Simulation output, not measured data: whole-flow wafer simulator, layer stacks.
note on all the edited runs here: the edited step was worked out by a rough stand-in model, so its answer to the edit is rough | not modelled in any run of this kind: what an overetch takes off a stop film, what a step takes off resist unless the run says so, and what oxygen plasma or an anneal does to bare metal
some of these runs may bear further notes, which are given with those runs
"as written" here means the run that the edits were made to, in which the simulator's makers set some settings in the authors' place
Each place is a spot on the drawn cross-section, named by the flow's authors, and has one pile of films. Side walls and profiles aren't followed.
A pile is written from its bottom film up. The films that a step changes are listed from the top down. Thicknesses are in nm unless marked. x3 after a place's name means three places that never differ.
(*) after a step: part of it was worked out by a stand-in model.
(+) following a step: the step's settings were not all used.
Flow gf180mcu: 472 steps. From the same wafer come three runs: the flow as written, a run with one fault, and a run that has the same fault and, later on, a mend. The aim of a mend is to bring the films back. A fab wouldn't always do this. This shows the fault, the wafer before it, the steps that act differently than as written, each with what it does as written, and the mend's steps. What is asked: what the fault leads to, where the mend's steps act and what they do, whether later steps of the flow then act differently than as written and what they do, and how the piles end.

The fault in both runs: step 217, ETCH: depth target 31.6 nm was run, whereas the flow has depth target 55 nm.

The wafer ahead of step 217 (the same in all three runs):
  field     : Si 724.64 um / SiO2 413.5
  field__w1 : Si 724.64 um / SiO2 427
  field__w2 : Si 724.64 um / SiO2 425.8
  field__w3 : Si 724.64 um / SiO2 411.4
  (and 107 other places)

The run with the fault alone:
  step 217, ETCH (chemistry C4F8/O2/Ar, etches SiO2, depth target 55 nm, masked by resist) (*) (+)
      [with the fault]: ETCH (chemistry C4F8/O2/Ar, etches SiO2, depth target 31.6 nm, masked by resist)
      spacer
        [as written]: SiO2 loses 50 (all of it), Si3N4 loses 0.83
        [with the fault]: SiO2 loses 31.6
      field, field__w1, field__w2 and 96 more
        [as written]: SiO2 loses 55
        [with the fault]: SiO2 loses 31.6
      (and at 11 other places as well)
  Later steps of the flow acting differently than as written (7 other steps are not shown; they differ only slightly, by no more than 2% or 0.5 nm, whichever is larger):
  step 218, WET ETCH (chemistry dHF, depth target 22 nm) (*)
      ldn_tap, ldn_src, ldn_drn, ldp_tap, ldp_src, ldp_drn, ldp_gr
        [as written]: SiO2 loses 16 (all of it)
        [with the fault]: SiO2 loses 37.5
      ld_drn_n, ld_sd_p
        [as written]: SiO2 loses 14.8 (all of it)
        [with the fault]: SiO2 loses 36.6
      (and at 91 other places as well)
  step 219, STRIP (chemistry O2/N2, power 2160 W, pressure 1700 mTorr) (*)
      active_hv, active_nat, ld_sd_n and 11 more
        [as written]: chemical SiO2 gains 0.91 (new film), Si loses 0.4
        [with the fault]: nothing
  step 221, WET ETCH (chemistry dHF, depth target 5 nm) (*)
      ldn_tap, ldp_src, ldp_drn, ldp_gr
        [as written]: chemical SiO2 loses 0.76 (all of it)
        [with the fault]: SiO2 loses 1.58 (all of it)
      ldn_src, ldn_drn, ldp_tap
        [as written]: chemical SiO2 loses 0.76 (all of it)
        [with the fault]: SiO2 loses 1.57 (all of it)
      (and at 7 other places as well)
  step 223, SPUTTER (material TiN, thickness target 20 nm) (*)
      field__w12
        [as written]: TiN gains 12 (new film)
        [with the fault]: TiN gains 12.7 (new film)
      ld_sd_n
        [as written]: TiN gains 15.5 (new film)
        [with the fault]: TiN gains 16.1 (new film)
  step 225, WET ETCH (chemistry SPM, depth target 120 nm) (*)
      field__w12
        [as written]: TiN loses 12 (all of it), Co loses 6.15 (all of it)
        [with the fault]: TiN loses 12.7 (all of it), Co loses 6.45 (all of it)
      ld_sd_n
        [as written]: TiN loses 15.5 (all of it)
        [with the fault]: TiN loses 16.1 (all of it)
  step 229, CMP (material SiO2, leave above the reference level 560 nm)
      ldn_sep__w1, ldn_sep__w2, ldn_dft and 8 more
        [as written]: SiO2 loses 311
        [with the fault]: SiO2 loses 320.3
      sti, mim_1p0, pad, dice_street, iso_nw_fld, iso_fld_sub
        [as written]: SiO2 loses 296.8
        [with the fault]: SiO2 loses 306.1
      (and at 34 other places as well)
  At the end the piles are close to the flow's at the places that both follow, differing by at most 2% or 0.5 nm, whichever is larger.

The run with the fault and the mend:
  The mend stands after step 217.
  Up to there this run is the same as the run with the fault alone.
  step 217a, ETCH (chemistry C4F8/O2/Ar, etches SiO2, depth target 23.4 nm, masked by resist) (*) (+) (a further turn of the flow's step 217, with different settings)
      field, field__w1, field__w2 and 96 more
        SiO2 loses 23.4
      field__w5, field__w9, field__w13 and 8 more
        resist loses 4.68
      spacer
        SiO2 loses 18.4 (all of it), Si3N4 loses 0.83
  Later steps of the flow that are run all act as written at every place that is followed, up to a difference of at most 2% or 0.5 nm, whichever is larger.
  At the end the piles are close to the flow's at the places that both follow, differing by at most 2% or 0.5 nm, whichever is larger.
